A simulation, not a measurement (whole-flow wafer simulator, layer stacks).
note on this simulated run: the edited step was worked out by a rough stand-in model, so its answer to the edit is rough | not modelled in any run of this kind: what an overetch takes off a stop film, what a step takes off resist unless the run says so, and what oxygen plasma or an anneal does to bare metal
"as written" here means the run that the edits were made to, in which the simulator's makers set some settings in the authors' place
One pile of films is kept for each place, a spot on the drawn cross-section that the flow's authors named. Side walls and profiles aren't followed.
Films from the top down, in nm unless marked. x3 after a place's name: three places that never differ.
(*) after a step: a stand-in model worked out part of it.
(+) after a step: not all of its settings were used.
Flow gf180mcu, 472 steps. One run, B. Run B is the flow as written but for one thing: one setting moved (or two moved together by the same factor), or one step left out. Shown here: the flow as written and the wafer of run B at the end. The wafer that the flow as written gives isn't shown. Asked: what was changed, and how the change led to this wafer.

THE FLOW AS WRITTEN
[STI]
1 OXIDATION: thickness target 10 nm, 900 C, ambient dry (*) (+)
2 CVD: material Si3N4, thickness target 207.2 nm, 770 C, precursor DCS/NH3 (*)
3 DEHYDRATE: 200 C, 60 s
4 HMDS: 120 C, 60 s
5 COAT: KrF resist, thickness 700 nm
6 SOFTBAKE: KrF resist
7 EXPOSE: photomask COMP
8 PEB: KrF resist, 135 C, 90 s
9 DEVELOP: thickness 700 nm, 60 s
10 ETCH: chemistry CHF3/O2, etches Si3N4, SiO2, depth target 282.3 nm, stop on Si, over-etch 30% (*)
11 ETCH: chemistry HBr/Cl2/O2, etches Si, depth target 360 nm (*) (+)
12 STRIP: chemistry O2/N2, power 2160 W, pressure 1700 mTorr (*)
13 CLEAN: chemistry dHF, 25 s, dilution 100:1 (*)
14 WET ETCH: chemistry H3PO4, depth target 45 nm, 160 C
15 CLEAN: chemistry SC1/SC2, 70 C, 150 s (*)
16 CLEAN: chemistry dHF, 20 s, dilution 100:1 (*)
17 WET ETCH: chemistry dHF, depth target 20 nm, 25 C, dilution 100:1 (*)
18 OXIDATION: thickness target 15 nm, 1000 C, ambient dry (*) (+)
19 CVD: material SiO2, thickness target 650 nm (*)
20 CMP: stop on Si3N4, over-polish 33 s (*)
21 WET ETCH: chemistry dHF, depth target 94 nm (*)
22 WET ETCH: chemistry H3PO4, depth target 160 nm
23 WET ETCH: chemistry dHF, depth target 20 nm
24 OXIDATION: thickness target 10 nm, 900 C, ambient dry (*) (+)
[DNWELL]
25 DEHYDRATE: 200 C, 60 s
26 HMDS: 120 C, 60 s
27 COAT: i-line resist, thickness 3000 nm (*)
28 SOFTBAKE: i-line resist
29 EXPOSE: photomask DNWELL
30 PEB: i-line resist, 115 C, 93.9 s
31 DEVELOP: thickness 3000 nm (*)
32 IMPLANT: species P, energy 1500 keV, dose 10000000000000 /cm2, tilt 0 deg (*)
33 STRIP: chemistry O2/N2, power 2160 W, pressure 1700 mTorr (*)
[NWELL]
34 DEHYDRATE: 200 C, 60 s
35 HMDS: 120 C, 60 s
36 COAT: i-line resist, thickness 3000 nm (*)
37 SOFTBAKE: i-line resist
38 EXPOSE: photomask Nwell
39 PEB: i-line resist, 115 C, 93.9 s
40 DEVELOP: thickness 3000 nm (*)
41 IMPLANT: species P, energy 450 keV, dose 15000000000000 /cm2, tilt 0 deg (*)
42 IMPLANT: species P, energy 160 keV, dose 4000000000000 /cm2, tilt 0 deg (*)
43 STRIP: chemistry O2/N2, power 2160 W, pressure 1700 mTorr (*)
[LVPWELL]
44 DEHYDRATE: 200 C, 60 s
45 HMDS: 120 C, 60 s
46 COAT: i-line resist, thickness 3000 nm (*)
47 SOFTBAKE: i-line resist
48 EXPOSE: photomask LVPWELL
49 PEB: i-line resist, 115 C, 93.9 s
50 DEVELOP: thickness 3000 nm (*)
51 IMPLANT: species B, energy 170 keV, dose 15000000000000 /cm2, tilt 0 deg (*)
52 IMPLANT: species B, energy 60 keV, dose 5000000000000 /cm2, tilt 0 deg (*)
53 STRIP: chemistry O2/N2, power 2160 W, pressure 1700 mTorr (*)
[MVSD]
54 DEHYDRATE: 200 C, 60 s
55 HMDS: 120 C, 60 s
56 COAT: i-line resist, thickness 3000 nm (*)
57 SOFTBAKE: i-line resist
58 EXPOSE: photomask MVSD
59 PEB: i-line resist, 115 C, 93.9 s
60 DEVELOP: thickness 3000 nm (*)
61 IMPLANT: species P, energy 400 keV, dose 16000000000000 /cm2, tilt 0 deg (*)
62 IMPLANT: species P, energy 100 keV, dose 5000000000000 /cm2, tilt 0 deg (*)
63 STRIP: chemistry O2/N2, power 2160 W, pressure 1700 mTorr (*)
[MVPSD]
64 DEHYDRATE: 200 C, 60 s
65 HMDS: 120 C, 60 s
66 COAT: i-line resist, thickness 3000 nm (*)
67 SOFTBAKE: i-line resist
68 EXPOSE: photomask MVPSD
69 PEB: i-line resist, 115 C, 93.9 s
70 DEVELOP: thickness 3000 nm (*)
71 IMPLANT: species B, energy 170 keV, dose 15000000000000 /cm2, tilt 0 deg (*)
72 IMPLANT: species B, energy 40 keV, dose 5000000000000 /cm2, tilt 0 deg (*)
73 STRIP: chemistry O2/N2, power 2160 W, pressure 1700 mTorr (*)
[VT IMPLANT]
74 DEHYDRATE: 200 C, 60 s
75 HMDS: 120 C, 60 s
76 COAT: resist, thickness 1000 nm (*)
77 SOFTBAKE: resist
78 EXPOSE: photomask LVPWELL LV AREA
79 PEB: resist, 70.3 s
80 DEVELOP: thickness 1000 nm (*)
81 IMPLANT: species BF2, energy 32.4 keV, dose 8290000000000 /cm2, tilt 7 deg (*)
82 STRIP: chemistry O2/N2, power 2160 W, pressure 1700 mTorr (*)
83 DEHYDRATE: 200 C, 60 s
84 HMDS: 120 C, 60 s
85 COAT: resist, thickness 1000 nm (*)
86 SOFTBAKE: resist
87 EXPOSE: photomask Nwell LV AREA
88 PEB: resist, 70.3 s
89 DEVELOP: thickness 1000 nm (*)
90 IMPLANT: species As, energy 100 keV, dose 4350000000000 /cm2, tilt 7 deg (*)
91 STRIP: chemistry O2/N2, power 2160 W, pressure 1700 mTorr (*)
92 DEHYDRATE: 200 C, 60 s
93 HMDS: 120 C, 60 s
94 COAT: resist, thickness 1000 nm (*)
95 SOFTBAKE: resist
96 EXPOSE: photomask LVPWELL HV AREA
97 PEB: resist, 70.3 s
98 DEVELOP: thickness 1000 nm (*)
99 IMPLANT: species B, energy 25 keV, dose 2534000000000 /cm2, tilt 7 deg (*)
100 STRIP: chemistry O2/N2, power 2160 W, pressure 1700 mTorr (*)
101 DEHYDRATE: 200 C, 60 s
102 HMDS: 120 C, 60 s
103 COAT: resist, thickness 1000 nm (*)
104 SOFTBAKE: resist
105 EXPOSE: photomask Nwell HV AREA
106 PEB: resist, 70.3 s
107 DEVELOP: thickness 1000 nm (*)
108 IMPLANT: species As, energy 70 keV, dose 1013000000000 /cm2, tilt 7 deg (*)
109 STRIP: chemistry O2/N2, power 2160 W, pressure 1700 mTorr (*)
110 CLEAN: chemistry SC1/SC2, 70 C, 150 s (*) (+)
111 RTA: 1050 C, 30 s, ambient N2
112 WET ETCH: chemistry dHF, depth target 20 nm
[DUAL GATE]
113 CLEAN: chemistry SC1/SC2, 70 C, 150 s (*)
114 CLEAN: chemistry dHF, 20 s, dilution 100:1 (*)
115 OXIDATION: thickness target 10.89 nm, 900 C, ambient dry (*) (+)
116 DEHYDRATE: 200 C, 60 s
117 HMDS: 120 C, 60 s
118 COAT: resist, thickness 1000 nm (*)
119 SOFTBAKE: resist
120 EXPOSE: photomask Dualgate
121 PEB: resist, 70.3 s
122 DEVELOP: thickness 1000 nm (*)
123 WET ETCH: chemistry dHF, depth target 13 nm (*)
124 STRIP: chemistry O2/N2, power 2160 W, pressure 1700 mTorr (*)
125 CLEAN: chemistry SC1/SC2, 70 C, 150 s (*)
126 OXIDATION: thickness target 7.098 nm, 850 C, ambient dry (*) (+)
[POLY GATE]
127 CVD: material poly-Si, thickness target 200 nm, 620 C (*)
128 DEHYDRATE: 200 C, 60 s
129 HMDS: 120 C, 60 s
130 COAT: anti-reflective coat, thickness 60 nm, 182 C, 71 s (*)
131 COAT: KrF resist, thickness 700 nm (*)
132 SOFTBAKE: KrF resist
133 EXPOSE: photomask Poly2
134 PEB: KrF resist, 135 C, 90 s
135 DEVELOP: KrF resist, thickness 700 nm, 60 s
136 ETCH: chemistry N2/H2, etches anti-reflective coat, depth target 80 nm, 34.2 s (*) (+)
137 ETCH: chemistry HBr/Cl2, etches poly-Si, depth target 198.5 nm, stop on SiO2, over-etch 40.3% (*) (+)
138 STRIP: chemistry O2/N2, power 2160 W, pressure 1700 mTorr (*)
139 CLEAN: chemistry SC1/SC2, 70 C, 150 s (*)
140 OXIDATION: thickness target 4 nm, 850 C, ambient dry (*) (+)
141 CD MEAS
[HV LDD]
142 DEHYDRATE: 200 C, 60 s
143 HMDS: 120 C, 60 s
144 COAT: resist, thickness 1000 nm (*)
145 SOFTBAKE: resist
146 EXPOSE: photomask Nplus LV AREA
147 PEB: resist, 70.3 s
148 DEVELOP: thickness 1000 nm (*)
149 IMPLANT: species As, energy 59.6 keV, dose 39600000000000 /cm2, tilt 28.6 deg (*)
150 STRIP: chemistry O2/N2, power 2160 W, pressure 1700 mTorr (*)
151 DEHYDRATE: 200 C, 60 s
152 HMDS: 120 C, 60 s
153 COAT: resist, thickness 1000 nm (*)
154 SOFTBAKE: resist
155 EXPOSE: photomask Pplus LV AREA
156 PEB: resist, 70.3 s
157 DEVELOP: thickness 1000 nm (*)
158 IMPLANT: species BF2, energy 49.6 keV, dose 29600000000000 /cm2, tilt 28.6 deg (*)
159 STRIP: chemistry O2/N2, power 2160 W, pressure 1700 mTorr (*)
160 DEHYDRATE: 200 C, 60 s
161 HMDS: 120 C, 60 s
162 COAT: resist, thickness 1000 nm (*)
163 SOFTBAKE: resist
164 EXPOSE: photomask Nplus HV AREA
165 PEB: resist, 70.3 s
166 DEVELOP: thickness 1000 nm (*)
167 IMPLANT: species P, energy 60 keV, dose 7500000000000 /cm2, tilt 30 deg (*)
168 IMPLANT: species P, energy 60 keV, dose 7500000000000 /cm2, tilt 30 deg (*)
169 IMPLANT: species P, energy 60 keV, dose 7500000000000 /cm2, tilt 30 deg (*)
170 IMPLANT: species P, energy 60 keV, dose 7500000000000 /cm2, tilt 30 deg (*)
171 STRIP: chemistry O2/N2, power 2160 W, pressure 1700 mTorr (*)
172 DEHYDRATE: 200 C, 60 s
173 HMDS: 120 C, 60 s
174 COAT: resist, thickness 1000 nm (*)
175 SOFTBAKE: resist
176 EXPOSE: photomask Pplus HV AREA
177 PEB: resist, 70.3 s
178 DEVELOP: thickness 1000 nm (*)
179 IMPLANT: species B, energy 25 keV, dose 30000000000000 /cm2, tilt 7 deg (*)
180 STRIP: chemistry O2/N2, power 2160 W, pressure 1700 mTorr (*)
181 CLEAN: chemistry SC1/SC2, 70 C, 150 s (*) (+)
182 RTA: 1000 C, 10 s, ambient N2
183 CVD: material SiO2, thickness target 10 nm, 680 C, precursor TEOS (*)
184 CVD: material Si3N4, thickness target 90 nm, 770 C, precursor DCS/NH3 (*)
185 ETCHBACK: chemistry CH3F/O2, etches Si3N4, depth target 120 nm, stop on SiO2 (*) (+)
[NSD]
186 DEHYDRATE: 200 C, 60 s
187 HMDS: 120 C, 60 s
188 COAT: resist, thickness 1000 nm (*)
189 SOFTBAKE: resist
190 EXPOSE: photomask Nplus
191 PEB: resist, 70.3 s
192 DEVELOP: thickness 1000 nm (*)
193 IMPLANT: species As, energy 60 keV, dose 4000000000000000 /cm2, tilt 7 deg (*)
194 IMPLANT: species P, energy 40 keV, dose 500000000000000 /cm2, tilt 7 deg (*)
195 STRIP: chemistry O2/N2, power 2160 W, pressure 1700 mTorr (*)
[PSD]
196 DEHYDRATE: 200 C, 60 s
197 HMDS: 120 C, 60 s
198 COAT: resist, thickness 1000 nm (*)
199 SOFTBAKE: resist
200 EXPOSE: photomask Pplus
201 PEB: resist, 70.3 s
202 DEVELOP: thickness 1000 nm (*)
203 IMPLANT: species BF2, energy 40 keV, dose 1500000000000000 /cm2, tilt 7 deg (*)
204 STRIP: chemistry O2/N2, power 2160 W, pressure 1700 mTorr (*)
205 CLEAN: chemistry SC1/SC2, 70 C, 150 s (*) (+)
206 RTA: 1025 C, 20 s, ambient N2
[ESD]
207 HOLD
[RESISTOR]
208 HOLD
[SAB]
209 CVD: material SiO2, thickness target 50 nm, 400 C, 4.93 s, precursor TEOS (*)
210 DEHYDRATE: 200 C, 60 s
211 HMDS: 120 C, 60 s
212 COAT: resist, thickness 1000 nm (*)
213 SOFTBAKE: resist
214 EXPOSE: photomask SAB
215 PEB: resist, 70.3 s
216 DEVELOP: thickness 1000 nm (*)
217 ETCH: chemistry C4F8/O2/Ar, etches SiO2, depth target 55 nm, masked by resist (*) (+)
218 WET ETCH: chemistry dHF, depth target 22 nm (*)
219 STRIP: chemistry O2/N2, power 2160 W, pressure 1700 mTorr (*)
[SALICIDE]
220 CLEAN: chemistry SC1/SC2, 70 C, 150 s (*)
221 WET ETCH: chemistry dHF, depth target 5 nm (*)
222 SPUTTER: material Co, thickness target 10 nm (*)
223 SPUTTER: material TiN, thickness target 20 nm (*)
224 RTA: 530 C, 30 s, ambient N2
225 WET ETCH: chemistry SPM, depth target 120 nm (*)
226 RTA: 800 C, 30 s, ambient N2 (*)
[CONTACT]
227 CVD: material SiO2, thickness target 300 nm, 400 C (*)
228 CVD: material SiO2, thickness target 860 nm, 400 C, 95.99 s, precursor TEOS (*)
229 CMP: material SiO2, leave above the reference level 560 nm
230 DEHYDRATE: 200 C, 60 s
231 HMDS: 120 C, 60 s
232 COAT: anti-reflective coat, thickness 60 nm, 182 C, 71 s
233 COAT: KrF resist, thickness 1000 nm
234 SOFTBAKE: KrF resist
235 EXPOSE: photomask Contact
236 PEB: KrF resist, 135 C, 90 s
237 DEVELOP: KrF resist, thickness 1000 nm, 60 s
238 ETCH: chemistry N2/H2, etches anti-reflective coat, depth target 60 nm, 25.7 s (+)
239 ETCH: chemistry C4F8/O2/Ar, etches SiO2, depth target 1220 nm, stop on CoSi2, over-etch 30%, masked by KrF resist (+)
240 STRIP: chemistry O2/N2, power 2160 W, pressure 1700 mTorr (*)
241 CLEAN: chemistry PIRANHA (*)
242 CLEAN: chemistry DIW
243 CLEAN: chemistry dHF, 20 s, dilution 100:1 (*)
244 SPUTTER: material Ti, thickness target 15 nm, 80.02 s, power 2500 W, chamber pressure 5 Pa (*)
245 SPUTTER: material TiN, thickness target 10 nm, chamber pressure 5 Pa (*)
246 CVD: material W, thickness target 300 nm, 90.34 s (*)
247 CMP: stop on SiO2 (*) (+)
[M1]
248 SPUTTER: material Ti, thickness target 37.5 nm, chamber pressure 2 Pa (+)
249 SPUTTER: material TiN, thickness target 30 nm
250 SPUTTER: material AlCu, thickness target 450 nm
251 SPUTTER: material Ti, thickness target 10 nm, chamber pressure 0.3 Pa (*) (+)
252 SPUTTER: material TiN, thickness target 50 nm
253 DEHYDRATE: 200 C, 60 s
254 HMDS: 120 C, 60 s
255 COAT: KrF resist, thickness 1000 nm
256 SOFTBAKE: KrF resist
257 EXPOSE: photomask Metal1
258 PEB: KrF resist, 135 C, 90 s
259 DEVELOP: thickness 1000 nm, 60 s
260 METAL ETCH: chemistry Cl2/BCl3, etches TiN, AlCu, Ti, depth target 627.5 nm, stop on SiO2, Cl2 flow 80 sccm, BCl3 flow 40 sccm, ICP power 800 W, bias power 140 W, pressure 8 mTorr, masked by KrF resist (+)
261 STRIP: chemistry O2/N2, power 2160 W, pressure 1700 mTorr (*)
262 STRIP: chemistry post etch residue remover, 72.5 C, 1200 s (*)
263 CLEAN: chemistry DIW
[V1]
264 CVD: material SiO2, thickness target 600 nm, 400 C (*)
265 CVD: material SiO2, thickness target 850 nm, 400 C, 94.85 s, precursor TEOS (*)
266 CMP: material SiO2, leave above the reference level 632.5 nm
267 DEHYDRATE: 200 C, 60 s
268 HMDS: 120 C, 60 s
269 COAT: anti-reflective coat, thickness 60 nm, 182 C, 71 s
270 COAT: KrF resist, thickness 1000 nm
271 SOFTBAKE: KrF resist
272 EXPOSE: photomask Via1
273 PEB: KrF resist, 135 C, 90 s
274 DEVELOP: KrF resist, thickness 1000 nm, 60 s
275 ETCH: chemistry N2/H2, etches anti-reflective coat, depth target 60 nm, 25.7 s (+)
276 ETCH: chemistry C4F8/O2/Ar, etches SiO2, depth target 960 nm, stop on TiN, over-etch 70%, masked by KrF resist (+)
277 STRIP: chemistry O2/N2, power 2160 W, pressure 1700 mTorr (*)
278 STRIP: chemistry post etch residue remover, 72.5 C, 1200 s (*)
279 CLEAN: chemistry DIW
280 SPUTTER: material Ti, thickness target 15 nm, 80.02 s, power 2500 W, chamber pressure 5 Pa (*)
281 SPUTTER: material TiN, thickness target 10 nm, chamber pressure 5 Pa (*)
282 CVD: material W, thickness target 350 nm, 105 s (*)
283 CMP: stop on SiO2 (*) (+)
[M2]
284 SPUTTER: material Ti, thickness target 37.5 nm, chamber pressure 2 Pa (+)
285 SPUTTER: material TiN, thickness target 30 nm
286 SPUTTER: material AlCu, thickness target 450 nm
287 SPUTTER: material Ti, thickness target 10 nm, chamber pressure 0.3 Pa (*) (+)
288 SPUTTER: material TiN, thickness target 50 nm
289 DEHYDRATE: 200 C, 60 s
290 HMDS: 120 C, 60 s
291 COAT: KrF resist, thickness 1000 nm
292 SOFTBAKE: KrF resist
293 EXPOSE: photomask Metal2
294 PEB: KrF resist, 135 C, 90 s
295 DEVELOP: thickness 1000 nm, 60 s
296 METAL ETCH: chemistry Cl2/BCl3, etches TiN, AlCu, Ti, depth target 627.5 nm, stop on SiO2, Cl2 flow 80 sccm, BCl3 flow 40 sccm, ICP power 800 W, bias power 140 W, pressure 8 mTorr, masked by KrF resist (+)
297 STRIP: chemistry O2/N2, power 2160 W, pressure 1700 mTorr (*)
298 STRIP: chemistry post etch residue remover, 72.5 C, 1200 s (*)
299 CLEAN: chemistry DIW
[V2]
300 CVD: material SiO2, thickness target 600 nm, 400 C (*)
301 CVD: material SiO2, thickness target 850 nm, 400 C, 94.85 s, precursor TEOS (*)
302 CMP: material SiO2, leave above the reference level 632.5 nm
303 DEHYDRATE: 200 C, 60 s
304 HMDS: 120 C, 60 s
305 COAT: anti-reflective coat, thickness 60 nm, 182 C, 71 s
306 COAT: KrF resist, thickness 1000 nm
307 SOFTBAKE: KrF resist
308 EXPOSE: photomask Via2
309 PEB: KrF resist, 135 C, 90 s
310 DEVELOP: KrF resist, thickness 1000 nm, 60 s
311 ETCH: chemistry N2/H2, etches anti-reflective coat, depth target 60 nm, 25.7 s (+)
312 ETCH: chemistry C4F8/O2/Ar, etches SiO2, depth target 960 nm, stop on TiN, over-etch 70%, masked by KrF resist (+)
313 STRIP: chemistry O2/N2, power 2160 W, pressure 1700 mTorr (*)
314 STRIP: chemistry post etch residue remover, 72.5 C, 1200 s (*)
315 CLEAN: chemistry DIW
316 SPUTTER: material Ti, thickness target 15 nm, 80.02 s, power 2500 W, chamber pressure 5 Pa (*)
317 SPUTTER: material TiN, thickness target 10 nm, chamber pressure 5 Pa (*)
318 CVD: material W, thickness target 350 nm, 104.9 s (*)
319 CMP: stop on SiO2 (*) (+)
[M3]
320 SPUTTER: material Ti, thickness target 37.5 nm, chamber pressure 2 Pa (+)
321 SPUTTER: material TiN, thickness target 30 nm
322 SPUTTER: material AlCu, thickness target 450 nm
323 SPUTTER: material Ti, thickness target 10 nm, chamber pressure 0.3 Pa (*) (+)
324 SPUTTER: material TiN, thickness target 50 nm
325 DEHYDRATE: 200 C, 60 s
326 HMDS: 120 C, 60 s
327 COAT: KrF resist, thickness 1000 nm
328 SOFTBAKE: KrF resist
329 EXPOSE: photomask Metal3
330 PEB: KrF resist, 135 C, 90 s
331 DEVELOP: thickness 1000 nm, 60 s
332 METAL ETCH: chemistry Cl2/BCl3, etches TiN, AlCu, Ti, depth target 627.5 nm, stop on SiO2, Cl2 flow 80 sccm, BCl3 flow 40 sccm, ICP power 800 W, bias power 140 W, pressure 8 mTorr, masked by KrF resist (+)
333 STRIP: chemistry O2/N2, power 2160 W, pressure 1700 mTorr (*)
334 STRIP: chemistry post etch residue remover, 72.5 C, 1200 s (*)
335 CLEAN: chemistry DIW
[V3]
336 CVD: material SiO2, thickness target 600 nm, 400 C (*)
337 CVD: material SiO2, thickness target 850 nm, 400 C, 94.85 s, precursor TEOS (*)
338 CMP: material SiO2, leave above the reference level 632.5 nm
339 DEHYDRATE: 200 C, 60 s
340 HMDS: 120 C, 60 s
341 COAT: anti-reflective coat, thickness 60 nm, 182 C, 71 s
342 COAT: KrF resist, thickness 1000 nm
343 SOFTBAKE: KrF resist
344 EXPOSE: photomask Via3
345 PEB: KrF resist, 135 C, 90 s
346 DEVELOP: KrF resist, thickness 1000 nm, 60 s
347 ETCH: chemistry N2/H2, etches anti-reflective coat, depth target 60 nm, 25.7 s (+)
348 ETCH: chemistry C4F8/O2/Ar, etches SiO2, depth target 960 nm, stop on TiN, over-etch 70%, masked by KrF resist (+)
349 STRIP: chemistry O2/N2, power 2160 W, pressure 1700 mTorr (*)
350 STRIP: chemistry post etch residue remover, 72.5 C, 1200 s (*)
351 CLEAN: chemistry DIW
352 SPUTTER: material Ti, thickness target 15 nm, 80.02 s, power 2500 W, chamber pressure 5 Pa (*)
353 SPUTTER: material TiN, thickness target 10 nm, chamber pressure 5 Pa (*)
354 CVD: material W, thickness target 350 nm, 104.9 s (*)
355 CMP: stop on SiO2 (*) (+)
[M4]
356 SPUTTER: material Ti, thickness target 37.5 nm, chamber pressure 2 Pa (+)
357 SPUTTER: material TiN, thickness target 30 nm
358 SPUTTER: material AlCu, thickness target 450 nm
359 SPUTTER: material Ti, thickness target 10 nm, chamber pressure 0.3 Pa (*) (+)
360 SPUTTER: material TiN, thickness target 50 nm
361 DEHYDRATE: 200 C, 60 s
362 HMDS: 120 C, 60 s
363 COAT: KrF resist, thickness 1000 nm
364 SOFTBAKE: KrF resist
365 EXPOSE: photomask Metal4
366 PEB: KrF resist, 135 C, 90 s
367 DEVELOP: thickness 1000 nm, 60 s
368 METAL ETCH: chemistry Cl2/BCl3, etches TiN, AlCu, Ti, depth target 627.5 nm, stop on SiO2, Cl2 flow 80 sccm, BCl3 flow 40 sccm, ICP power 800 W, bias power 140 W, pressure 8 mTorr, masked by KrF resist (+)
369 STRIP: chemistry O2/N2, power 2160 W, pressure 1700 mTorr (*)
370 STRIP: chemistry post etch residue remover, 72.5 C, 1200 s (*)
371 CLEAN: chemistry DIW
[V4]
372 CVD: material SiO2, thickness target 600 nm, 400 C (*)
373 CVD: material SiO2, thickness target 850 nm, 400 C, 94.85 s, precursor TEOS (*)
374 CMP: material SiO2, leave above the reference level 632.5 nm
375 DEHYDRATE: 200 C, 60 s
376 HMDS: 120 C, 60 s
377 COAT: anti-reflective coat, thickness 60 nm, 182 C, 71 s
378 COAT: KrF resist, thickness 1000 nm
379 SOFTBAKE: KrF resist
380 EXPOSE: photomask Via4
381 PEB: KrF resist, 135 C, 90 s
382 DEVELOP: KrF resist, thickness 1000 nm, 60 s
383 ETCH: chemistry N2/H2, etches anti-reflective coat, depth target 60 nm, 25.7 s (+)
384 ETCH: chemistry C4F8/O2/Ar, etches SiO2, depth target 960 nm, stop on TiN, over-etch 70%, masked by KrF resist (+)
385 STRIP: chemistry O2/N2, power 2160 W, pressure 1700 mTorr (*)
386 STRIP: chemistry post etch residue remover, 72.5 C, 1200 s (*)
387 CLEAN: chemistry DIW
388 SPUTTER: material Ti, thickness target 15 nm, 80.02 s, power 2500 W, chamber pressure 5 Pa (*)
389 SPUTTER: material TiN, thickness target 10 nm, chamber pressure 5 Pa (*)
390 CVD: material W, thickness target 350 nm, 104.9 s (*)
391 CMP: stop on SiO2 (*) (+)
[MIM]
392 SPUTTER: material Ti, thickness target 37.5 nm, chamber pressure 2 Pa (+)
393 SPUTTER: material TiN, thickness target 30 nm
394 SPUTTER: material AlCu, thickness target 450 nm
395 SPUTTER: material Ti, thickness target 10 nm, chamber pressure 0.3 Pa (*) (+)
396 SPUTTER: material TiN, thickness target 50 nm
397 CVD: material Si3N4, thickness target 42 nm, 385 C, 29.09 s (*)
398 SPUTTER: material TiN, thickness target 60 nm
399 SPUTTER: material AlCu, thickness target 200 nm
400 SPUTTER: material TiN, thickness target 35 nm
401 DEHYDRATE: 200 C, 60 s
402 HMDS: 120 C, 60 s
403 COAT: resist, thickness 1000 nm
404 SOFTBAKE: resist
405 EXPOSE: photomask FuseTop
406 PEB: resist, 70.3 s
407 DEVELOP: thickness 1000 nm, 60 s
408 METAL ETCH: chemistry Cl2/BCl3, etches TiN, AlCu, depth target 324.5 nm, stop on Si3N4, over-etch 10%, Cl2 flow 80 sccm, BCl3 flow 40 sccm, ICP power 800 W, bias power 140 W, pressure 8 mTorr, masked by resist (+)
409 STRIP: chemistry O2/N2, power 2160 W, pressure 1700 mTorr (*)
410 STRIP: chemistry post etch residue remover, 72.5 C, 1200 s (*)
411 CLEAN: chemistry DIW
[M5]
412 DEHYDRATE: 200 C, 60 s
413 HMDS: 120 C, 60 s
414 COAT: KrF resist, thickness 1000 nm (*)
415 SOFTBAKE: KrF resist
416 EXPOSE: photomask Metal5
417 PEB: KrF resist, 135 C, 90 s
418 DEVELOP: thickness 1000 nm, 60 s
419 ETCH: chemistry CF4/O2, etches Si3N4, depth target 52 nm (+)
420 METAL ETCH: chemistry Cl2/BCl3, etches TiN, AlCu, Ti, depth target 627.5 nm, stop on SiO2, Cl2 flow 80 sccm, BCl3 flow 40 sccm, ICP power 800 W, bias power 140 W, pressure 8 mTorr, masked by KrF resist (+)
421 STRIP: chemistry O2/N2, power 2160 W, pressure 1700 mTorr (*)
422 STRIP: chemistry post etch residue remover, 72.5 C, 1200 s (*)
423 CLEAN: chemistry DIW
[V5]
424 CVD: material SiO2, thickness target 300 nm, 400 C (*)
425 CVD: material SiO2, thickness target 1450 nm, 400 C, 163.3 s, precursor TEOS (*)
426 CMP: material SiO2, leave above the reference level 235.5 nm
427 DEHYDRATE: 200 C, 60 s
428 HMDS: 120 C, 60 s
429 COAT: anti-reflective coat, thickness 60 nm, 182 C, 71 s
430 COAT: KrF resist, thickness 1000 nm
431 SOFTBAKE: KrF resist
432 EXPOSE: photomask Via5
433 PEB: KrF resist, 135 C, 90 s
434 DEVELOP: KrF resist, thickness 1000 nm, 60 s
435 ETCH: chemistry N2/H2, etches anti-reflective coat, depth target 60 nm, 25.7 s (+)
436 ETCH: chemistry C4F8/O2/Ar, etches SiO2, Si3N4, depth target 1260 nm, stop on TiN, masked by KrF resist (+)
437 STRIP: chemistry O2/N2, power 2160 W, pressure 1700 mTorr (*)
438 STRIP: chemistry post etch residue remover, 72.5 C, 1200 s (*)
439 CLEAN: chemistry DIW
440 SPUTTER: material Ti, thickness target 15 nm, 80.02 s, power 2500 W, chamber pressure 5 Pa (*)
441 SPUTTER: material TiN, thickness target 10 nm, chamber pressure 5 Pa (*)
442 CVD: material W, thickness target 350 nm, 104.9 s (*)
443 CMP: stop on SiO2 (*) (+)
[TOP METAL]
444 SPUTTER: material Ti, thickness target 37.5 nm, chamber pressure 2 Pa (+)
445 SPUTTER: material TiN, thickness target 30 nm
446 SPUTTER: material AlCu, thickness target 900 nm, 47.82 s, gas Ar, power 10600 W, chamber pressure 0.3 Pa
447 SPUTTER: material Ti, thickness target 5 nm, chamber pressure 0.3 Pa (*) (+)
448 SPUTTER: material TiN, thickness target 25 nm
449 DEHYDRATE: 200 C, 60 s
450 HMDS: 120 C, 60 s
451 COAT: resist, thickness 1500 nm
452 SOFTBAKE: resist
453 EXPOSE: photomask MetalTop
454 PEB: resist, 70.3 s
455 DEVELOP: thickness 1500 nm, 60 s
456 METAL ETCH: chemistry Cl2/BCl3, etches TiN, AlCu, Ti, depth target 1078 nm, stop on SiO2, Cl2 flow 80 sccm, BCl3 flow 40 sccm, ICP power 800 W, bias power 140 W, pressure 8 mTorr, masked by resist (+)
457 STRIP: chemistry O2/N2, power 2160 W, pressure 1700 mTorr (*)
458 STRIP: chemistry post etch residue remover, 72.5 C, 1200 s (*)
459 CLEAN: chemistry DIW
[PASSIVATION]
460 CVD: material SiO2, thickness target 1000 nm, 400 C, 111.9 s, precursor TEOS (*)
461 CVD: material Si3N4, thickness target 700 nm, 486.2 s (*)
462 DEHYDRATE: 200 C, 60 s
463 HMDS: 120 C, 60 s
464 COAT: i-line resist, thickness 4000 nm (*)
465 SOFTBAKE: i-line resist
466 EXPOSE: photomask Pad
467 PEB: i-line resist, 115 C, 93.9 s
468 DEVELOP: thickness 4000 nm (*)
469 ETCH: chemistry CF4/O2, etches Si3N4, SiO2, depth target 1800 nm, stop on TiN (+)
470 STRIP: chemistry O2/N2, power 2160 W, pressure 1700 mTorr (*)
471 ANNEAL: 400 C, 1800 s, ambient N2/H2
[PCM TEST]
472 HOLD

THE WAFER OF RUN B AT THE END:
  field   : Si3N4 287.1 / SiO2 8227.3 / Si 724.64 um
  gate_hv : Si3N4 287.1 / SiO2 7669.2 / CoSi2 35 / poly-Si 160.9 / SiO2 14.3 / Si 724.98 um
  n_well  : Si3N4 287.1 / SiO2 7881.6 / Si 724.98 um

The cause: step 461, CVD: thickness target 287 nm was run, where the flow has thickness target 700 nm; step 461, CVD: 199.3 s was run, where the flow has 486.2 s.

How the change led to this, step by step:
  461 CVD: material Si3N4, thickness target 700 nm, 486.2 s (*)
      field, field__w1, field__w2 and 109 more: Si3N4 +287.1 (new film) (as written it would be: Si3N4 +700 (new film))
  465 SOFTBAKE: i-line resist
      field__w11, field__w13: i-line resist +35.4 (as written it would be: i-line resist +37.6)
      ld_acc_p, ld_fp_p: i-line resist +31.5 (as written it would be: i-line resist +33.8)
      (and at 55 more places)
  469 ETCH: chemistry CF4/O2, etches Si3N4, SiO2, depth target 1800 nm, stop on TiN (+)
      pad: Si3N4 -287.1 (all of it), SiO2 -1000 (all of it) (as written it would be: Si3N4 -700 (all of it), SiO2 -1000 (all of it))
